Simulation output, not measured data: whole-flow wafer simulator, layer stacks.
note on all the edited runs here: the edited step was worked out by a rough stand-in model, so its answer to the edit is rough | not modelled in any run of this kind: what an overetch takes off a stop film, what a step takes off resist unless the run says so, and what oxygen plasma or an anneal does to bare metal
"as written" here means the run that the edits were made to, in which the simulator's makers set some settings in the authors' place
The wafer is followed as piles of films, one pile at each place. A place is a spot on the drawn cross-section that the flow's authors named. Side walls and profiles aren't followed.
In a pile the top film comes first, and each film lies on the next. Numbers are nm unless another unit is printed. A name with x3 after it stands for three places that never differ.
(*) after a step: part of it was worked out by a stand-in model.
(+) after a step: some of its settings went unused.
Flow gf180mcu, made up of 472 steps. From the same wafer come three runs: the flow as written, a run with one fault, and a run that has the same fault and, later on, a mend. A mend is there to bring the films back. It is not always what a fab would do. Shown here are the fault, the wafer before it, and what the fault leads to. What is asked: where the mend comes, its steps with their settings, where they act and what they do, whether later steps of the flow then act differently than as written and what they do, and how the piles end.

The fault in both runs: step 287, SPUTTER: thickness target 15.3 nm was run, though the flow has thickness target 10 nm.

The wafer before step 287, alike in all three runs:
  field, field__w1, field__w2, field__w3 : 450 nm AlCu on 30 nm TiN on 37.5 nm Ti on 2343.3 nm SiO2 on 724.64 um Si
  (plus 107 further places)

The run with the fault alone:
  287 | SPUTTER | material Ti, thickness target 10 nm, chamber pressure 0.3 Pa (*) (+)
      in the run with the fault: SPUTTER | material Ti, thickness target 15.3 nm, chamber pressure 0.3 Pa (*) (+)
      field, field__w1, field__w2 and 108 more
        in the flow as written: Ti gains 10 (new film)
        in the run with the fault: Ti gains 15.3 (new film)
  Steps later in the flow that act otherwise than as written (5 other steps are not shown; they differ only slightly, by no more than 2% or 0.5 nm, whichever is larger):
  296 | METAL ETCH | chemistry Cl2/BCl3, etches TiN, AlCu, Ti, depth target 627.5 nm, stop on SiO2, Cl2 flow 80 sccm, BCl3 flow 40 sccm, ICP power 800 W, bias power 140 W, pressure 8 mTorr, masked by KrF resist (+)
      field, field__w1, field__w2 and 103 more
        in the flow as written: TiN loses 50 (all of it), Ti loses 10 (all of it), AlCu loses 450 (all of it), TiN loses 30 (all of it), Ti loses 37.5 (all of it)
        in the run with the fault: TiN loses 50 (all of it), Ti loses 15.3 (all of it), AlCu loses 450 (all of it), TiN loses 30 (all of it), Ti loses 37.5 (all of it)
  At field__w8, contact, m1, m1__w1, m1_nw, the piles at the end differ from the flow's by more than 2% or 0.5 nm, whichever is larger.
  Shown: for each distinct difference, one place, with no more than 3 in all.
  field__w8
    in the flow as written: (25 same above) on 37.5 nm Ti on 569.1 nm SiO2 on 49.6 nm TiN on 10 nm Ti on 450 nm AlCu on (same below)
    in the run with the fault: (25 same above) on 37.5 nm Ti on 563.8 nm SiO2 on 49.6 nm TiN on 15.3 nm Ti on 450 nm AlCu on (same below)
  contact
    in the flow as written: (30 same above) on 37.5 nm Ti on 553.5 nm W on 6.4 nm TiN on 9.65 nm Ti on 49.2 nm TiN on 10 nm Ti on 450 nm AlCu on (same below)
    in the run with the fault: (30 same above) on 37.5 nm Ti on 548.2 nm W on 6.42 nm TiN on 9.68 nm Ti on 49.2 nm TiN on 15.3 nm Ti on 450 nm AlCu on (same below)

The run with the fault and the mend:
  The mend follows step 287.
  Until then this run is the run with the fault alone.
  287a | METAL ETCH | chemistry Cl2/BCl3, etches TiN, AlCu, Ti, depth target 5.3 nm, Cl2 flow 80 sccm, BCl3 flow 40 sccm, ICP power 800 W, bias power 140 W, pressure 8 mTorr (the flow's step 260, run once more with other settings)
      field, field__w1, field__w2 and 108 more
        Ti loses 5.3
  Every later step of the flow that is run acts as written at every place that is followed.
  The piles end the same as the flow's at every place that both follow.
